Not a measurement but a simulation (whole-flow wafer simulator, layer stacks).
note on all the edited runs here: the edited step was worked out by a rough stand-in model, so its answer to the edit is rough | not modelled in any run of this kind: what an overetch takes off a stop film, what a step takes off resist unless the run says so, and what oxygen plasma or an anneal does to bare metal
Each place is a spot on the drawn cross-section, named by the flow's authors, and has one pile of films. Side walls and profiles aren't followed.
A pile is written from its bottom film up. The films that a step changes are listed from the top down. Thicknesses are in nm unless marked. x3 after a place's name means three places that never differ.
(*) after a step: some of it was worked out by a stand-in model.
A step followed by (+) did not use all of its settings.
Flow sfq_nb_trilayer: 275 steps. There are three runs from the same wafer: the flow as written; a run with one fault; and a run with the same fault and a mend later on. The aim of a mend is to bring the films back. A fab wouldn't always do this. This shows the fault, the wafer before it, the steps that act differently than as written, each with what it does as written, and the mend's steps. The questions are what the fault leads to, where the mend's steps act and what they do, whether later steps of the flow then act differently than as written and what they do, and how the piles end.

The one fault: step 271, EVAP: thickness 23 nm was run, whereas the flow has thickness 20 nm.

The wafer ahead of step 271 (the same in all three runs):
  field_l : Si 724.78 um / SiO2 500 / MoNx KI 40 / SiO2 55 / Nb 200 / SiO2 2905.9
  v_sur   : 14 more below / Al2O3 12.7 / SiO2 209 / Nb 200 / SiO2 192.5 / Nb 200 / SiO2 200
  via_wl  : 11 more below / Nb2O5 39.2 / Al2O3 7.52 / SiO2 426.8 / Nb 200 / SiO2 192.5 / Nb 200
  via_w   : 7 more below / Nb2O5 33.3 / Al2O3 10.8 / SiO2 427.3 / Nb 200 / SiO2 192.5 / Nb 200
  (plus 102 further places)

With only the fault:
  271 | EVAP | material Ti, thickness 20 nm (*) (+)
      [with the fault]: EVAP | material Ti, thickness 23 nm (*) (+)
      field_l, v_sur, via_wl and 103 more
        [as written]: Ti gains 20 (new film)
        [with the fault]: Ti gains 23 (new film)
  Steps further on in the flow that do not act as written:
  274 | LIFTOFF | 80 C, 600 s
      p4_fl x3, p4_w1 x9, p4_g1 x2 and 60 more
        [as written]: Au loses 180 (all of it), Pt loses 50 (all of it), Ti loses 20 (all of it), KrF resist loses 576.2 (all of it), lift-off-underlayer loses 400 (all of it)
        [with the fault]: Au loses 180 (all of it), Pt loses 50 (all of it), Ti loses 23 (all of it), KrF resist loses 576.2 (all of it), lift-off-underlayer loses 400 (all of it)
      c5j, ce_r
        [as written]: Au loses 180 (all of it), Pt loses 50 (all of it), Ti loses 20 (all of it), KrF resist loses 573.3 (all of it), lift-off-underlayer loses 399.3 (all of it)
        [with the fault]: Au loses 180 (all of it), Pt loses 50 (all of it), Ti loses 23 (all of it), KrF resist loses 573.3 (all of it), lift-off-underlayer loses 399.3 (all of it)
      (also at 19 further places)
  At field_l, v_sur, via_wl and 8 more, the piles at the end differ from the flow's by more than 2% or 0.5 nm, whichever is larger.
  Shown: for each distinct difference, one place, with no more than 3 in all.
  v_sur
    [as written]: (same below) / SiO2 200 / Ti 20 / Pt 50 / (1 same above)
    [with the fault]: (same below) / SiO2 200 / Ti 23 / Pt 50 / (1 same above)
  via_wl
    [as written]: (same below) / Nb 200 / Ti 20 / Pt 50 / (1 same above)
    [with the fault]: (same below) / Nb 200 / Ti 23 / Pt 50 / (1 same above)
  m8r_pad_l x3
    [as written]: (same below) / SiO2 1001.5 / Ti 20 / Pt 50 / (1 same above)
    [with the fault]: (same below) / SiO2 1001.5 / Ti 23 / Pt 50 / (1 same above)

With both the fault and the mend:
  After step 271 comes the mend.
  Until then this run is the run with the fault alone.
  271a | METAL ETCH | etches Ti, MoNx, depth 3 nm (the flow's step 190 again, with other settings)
      field_l, v_sur, via_wl and 103 more
        Ti loses 3
  Every later step of the flow that is run acts as written at every place that is followed.
  By the end, the piles equal the flow's at every place that both follow.
